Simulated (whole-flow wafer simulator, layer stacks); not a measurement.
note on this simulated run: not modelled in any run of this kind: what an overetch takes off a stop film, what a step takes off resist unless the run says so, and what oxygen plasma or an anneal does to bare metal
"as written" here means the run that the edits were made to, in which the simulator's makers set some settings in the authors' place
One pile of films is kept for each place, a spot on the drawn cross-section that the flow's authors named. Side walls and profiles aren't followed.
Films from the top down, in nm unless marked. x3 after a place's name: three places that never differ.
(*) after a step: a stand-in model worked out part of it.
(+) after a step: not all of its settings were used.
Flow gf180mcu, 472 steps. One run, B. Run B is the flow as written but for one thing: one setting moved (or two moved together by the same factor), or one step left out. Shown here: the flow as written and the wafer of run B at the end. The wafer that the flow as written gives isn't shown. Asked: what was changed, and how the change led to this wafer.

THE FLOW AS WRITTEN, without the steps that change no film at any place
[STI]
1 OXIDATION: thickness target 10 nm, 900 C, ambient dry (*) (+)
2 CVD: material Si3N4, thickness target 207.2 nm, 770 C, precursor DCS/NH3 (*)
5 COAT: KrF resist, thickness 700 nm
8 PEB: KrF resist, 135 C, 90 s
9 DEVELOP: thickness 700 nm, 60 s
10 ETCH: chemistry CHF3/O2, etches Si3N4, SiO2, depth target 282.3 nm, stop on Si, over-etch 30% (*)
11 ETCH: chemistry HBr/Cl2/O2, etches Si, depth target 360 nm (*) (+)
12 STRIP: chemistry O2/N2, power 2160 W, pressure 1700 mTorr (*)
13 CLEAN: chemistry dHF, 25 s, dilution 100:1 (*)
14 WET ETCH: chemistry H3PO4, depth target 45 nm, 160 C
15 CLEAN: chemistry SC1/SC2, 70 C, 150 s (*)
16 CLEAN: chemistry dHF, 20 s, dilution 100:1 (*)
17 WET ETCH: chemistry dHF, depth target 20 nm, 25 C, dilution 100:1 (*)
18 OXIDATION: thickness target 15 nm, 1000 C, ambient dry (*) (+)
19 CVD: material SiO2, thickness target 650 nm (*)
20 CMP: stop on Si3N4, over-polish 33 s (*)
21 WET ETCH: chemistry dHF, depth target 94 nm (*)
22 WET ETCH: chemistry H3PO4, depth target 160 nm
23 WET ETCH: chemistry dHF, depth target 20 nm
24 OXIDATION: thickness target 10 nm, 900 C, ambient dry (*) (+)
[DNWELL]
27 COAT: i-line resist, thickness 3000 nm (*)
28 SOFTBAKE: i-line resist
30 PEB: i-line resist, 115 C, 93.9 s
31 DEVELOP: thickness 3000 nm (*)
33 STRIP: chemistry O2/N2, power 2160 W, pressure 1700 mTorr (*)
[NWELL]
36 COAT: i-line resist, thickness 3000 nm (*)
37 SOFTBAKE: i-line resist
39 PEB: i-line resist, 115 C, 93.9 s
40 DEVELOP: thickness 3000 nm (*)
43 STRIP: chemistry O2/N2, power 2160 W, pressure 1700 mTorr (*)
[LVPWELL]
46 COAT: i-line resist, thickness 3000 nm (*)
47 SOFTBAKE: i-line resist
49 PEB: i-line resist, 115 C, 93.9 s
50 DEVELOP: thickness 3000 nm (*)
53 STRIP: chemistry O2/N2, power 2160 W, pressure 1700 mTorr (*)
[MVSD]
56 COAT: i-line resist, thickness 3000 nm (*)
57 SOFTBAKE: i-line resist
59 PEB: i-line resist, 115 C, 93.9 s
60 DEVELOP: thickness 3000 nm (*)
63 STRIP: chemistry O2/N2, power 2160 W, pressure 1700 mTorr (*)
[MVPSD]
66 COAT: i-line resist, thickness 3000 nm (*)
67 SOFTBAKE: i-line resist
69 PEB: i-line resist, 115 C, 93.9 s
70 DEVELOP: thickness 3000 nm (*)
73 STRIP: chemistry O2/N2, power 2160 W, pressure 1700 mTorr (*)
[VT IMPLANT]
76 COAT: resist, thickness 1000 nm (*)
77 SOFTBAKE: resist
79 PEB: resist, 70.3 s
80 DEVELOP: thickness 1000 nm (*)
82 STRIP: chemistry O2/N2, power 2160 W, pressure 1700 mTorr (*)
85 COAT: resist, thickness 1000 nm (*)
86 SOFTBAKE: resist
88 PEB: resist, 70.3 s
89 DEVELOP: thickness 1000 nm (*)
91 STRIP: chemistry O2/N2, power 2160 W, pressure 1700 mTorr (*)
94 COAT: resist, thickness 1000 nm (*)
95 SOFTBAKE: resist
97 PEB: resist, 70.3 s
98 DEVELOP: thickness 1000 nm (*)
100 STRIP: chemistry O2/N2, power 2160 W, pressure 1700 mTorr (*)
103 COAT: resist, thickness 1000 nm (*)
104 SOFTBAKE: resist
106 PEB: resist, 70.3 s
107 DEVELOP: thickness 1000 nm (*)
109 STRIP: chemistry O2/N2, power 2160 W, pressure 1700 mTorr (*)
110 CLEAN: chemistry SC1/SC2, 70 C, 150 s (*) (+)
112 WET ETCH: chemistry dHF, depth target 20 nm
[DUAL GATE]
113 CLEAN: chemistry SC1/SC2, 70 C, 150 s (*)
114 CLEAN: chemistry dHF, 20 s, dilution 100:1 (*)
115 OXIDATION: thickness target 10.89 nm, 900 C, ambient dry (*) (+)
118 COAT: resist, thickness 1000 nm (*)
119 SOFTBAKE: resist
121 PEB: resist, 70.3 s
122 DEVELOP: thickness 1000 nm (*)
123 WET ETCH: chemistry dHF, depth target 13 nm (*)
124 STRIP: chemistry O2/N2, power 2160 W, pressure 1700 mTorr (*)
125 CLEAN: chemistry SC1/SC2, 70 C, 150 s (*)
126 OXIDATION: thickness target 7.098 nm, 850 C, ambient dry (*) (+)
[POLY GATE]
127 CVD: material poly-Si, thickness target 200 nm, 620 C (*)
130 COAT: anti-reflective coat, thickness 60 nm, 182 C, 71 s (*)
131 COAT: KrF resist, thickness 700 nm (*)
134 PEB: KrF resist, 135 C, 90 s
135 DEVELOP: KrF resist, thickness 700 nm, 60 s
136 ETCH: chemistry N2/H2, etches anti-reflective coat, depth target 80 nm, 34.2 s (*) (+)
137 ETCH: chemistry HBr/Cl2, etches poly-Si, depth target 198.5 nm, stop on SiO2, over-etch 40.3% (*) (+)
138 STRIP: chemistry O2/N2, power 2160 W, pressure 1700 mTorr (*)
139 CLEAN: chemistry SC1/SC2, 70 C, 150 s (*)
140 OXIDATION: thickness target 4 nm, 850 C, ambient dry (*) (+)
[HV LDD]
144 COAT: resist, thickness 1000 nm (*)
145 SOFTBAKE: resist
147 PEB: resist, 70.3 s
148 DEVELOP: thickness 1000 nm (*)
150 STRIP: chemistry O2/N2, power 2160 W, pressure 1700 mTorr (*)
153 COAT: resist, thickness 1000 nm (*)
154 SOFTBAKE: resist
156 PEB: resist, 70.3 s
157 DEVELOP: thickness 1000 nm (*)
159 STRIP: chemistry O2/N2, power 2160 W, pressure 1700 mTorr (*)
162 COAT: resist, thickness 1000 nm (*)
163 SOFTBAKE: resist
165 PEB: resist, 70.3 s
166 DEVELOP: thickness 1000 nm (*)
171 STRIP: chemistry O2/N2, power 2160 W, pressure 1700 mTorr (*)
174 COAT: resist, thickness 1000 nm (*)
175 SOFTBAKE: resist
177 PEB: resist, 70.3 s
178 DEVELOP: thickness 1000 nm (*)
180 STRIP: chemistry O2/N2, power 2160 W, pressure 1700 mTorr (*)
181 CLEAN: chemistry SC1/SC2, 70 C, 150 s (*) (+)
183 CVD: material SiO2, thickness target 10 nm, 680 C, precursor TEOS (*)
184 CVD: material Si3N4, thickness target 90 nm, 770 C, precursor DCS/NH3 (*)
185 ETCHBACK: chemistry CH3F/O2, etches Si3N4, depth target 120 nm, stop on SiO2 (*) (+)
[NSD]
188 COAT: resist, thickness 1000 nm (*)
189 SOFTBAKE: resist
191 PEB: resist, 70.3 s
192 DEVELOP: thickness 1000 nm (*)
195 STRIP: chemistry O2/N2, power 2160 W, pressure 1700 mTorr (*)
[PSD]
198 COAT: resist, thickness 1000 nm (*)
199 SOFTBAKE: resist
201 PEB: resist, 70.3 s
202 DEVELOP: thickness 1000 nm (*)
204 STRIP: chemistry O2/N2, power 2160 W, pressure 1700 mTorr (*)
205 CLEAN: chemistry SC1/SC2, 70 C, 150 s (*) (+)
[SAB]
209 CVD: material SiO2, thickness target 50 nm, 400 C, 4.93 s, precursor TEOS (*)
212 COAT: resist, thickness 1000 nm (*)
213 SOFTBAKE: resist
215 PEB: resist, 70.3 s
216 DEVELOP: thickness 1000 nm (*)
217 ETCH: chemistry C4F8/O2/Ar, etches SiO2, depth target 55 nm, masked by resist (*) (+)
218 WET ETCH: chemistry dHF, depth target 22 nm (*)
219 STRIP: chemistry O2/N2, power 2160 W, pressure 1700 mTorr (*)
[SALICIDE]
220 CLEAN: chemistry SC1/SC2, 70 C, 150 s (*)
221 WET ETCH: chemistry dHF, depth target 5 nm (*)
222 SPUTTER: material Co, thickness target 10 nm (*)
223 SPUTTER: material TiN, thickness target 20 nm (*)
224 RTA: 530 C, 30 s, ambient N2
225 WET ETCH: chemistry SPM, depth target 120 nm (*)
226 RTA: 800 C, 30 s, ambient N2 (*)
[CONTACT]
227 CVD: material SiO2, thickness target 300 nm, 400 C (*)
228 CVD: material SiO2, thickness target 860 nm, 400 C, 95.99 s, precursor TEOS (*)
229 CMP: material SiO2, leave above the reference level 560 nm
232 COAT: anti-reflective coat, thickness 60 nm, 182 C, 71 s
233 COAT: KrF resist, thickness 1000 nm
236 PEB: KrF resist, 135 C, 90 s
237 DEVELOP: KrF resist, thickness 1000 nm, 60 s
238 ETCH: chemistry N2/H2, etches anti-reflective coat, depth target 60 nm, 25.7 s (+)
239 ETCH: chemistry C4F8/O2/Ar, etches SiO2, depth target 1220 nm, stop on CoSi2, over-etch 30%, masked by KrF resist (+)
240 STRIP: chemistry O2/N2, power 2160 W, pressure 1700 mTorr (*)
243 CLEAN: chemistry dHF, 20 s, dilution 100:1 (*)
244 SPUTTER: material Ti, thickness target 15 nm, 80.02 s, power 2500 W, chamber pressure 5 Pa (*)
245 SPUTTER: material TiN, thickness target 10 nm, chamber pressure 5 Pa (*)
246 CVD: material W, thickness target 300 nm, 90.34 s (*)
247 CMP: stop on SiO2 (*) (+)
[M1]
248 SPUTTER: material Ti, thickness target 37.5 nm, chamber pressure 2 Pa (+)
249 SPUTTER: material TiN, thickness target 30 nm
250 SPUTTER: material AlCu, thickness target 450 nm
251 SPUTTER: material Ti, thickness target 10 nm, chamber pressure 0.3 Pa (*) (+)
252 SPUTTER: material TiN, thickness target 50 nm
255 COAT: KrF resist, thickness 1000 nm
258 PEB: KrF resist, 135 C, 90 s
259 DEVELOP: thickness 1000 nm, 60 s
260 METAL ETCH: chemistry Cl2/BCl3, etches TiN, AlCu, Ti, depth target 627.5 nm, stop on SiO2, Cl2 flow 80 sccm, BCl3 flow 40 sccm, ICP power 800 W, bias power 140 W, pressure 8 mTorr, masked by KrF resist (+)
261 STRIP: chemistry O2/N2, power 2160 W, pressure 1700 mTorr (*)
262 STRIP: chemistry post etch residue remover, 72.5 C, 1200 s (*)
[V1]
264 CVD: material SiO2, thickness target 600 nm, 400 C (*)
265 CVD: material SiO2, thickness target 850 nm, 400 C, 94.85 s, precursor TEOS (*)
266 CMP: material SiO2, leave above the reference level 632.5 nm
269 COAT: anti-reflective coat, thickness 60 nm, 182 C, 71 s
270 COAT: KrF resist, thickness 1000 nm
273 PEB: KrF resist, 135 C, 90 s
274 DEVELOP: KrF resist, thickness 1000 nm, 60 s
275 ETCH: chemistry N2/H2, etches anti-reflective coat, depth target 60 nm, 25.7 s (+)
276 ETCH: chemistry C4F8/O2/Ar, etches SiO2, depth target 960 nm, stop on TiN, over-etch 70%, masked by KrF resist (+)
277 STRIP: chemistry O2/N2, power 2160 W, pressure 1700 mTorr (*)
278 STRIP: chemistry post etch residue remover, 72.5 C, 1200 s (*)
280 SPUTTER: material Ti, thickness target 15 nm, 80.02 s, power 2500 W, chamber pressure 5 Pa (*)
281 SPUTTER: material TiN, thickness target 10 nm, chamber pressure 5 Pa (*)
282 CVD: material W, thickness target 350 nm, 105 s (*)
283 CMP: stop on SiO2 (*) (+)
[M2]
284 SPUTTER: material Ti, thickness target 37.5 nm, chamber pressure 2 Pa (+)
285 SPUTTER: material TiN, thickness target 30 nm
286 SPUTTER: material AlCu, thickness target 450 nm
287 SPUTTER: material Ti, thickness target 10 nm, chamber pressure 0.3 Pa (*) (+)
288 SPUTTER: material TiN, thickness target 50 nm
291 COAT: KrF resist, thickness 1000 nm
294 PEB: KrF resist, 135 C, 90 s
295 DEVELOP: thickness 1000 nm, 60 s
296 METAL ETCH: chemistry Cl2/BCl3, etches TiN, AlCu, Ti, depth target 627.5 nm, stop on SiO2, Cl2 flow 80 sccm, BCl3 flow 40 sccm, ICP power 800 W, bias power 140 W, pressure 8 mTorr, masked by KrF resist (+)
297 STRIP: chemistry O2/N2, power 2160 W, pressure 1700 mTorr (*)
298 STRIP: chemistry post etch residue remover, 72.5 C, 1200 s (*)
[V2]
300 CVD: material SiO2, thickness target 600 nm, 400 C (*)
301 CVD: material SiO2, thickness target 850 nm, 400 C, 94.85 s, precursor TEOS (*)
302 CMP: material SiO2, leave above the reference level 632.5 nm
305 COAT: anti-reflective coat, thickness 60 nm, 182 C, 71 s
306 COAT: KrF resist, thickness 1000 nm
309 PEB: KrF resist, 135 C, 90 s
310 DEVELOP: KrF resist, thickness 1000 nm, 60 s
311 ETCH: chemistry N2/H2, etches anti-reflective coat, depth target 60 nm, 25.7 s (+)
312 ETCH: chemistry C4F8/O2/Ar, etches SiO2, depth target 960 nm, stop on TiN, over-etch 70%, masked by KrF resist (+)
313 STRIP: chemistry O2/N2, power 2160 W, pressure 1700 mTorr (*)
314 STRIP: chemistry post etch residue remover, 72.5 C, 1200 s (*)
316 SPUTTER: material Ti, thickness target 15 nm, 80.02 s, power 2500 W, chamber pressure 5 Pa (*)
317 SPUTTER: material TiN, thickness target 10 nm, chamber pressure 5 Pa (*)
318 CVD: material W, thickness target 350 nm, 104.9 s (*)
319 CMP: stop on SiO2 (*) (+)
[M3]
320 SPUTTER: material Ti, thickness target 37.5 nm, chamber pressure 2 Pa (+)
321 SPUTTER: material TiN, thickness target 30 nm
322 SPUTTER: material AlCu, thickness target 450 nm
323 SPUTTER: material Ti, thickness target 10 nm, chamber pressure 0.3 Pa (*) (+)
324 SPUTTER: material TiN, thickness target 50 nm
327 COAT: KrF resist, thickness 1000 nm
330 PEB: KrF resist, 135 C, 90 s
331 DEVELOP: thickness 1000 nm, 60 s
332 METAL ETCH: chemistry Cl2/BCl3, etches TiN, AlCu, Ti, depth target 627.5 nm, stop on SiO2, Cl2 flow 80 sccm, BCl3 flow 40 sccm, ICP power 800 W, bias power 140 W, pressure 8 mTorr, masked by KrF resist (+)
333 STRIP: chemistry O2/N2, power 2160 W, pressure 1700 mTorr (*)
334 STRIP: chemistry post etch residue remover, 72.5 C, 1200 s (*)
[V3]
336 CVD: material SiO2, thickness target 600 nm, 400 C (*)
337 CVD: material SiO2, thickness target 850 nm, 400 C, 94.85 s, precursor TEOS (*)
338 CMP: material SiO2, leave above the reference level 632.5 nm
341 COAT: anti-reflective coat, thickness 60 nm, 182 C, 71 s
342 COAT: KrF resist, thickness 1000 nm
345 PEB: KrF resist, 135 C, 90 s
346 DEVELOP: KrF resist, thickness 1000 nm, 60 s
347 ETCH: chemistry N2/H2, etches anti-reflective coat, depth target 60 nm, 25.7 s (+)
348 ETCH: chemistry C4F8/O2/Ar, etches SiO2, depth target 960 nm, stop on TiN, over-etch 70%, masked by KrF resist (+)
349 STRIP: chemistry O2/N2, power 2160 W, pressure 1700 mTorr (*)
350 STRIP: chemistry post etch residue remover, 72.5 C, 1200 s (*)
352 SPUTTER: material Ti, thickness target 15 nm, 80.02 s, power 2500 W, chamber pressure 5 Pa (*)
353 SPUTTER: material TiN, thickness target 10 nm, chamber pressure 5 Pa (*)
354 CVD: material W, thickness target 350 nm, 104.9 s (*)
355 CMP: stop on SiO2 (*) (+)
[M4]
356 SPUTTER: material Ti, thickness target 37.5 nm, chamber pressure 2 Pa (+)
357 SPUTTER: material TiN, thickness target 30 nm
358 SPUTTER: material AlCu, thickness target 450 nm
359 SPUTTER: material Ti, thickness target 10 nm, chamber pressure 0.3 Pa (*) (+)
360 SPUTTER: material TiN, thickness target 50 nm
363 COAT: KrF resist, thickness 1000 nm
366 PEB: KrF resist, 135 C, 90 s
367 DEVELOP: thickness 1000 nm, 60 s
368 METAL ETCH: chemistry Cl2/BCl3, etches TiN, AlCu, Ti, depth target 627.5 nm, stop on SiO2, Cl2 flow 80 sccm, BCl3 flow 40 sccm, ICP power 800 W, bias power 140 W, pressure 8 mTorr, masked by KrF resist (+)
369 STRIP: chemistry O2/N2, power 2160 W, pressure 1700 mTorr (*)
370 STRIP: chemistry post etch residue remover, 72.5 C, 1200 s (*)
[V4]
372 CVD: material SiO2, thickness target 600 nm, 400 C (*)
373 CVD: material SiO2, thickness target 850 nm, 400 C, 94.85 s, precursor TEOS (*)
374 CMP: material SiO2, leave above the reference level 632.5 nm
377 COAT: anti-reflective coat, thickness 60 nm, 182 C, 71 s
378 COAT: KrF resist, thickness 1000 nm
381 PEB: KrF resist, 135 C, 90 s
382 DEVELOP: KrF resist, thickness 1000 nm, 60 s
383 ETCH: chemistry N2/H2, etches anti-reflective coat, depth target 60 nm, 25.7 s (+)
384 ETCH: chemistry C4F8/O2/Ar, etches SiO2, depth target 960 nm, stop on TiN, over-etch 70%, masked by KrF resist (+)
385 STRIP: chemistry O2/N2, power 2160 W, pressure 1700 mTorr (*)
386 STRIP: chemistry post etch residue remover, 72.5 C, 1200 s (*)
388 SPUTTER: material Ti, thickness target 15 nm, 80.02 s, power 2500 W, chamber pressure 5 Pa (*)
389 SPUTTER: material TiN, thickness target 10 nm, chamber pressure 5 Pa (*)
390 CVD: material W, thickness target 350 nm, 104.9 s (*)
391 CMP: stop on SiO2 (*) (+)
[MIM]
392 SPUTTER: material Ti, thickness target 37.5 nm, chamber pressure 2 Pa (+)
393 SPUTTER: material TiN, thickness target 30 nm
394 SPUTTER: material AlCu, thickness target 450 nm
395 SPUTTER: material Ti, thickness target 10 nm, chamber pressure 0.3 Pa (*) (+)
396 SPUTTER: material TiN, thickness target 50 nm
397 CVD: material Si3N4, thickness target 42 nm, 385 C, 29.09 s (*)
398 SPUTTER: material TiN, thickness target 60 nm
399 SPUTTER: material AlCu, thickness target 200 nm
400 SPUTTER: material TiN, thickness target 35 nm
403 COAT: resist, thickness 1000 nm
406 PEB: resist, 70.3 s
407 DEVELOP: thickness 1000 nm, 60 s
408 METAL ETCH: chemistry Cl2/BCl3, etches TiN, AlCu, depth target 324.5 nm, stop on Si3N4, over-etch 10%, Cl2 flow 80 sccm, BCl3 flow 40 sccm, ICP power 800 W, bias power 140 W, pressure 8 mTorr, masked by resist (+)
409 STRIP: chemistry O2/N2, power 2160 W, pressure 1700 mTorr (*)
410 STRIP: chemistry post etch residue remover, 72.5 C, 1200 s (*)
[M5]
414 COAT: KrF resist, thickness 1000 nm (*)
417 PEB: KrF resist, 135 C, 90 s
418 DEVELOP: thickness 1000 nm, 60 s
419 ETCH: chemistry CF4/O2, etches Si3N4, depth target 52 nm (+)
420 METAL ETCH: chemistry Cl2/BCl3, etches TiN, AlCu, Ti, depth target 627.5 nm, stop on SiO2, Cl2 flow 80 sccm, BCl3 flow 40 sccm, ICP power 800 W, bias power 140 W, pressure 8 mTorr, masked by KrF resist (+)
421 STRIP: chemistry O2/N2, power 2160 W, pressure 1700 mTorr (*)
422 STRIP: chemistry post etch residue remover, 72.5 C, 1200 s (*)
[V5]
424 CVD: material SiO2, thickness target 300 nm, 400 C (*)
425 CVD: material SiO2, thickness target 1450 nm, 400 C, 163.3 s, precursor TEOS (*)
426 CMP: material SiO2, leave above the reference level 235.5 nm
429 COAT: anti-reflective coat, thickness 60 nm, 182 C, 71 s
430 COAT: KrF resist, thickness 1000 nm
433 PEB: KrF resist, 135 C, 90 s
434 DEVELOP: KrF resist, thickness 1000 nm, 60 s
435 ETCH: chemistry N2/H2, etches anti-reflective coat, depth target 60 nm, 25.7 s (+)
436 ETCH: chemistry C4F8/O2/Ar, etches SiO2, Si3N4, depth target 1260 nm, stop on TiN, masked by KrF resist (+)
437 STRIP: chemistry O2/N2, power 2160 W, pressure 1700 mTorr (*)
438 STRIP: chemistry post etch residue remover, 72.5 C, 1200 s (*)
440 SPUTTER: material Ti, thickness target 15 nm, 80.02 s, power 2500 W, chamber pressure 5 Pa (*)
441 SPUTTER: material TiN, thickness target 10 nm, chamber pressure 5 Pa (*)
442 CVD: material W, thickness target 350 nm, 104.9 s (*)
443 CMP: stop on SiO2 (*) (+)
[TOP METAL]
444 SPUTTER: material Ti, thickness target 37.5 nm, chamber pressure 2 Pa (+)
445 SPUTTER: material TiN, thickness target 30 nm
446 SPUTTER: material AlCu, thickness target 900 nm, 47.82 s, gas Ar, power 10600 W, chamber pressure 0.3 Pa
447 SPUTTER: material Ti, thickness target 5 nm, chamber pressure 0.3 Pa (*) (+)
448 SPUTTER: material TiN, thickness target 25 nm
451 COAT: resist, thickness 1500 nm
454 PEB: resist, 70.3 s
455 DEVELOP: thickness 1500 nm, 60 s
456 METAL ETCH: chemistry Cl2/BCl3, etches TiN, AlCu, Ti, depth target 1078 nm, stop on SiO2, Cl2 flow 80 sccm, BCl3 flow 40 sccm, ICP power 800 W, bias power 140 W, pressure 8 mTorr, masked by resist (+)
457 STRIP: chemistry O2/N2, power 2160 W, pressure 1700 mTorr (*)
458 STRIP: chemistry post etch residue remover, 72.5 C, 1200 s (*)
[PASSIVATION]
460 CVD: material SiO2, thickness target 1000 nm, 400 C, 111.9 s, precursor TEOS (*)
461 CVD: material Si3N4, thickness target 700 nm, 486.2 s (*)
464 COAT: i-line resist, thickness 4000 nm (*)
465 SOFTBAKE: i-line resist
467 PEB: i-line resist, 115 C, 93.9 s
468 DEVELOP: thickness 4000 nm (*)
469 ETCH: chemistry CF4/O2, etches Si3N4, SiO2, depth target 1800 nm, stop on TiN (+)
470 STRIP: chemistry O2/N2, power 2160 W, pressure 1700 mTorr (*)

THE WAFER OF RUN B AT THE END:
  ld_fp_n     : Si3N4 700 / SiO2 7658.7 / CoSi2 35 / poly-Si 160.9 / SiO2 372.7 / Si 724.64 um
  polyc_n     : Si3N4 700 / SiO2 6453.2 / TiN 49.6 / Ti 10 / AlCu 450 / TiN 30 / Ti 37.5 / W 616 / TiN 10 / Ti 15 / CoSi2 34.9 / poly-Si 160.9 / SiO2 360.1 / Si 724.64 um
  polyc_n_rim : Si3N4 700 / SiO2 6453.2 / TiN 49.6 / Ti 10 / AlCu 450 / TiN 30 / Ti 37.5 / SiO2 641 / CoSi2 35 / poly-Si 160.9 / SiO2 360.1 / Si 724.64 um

The cause: step 112, WET ETCH: depth target 27.5 nm was run, where the flow has depth target 20 nm.

How the change led to this, step by step:
  112 WET ETCH: chemistry dHF, depth target 20 nm
      field, field__w2, field__w3 and 36 more: SiO2 -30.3 (as written it would be: SiO2 -22)
      field_sub, mim_1p0, pad, dice_street, iso_fld_sub, ldn_fld, ldp_fld: SiO2 -30.2 (as written it would be: SiO2 -22)
  130 COAT: anti-reflective coat, thickness 60 nm, 182 C, 71 s (*)
      p_well, spacer, sd_n: anti-reflective coat +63 (new film) (as written it would be: anti-reflective coat +70.9 (new film))
      ldn_ch, ldp_ch: anti-reflective coat +63.9 (new film) (as written it would be: anti-reflective coat +66.7 (new film))
      (and at 68 more places)
  136 ETCH: chemistry N2/H2, etches anti-reflective coat, depth target 80 nm, 34.2 s (*) (+)
      p_well, spacer, sd_n: anti-reflective coat -63 (all of it), poly-Si -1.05 (as written it would be: anti-reflective coat -70.9 (all of it), poly-Si -0.85)
      field__w1: anti-reflective coat -54.3 (all of it), poly-Si -1.27 (as written it would be: anti-reflective coat -50.8 (all of it), poly-Si -1.37)
      (and at 48 more places)
  138 STRIP: chemistry O2/N2, power 2160 W, pressure 1700 mTorr (*)
      gate: chemical SiO2 +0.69 (new film), KrF resist -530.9 (all of it), anti-reflective coat -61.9 (all of it), poly-Si -0.3 (as written it would be: chemical SiO2 +0.68 (new film), KrF resist -531.7 (all of it), anti-reflective coat -65.5 (all of it), poly-Si -0.3)
      gate_hv: chemical SiO2 +0.69 (new film), KrF resist -526.5 (all of it), anti-reflective coat -59.7 (all of it), poly-Si -0.3 (as written it would be: chemical SiO2 +0.68 (new film), KrF resist -528.4 (all of it), anti-reflective coat -61 (all of it), poly-Si -0.3)
      (and at 19 more places)
  145 SOFTBAKE: resist
      field: resist +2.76 (as written it would be: resist -0.3)
  154 SOFTBAKE: resist
      field: resist +2.76 (as written it would be: resist -0.3)
  163 SOFTBAKE: resist
      field: resist +2.76 (as written it would be: resist -0.3)
  175 SOFTBAKE: resist
      field: resist +2.76 (as written it would be: resist -0.3)
  189 SOFTBAKE: resist
      active_hv: resist -0.6 (as written it would be: resist +2.68)
      nw_enc_fld_lv__w3: resist -1.67 (as written it would be: resist +2.11)
  199 SOFTBAKE: resist
      active_hv: resist -0.6 (as written it would be: resist +2.68)
      nw_enc_fld_lv__w3: resist -1.67 (as written it would be: resist +2.11)
  213 SOFTBAKE: resist
      field__w8: resist -2.46 (as written it would be: resist -1.94)
  218 WET ETCH: chemistry dHF, depth target 22 nm (*)
      sd_p_hv: SiO2 -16 (all of it) (as written it would be: SiO2 -15.2 (all of it))
  223 SPUTTER: material TiN, thickness target 20 nm (*)
      field__w12: TiN +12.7 (new film) (as written it would be: TiN +12 (new film))
  225 WET ETCH: chemistry SPM, depth target 120 nm (*)
      field__w12: TiN -12.7 (all of it), Co -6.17 (all of it) (as written it would be: TiN -12 (all of it), Co -6.15 (all of it))
  229 CMP: material SiO2, leave above the reference level 560 nm
      ldn_sep__w1, ldn_sep__w2, ldn_dft and 8 more: SiO2 -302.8 (as written it would be: SiO2 -311)
      sti, mim_1p0, pad, dice_street, iso_nw_fld, iso_fld_sub: SiO2 -288.6 (as written it would be: SiO2 -296.8)
      (and at 38 more places)
